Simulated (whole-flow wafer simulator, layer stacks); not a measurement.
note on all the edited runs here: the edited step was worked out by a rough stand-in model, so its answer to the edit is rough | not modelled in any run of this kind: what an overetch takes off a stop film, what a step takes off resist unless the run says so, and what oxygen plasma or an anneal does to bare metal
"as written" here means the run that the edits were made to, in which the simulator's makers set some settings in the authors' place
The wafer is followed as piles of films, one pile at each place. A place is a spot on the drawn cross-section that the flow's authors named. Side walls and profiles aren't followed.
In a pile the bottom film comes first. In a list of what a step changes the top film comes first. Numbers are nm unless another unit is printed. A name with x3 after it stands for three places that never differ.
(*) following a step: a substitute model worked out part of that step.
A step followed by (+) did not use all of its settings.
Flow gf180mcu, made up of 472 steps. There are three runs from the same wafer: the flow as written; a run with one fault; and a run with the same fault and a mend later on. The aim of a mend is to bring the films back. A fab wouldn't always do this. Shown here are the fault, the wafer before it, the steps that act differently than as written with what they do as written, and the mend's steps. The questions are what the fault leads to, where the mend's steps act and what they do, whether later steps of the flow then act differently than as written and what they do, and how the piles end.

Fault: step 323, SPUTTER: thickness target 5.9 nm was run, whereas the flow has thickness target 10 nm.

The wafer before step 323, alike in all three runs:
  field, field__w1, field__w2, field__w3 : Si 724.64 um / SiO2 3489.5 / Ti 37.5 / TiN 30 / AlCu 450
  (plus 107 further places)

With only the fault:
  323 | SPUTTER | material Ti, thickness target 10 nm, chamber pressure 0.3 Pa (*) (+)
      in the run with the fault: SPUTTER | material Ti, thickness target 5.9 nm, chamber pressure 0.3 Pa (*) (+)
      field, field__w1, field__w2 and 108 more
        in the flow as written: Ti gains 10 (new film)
        in the run with the fault: Ti gains 5.9 (new film)
  Steps further on in the flow that do not act as written (not shown: 5 more steps that differ only slightly, by at most 2% or 0.5 nm, whichever is larger):
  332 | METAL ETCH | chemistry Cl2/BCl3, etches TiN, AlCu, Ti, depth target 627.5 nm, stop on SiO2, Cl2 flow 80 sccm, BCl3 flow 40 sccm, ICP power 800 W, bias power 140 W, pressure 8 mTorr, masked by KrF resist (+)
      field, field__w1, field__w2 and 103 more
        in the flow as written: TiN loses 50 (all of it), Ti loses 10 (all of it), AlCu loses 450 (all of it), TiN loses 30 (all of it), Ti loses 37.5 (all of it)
        in the run with the fault: TiN loses 50 (all of it), Ti loses 5.9 (all of it), AlCu loses 450 (all of it), TiN loses 30 (all of it), Ti loses 37.5 (all of it)
  The piles end different from the flow's at field__w8, contact, m1, m1__w1, m1_nw by more than 2% or 0.5 nm, whichever is larger.
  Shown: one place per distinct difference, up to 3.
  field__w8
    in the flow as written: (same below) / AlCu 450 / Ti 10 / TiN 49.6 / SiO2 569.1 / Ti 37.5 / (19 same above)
    in the run with the fault: (same below) / AlCu 450 / Ti 5.9 / TiN 49.6 / SiO2 573.2 / Ti 37.5 / (19 same above)
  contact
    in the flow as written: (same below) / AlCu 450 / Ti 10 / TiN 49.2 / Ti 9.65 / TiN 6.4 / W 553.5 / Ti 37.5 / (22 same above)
    in the run with the fault: (same below) / AlCu 450 / Ti 5.9 / TiN 49.2 / Ti 9.63 / TiN 6.39 / W 557.6 / Ti 37.5 / (22 same above)

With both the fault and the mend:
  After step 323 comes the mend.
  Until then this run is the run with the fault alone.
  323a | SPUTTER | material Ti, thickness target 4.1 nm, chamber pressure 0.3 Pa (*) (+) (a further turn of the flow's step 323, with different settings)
      field, field__w1, field__w2 and 108 more
        Ti gains 4.1
  None of the later steps of the flow acts differently than as written at any place that is followed.
  At every place that both follow, the piles at the end match the flow's.
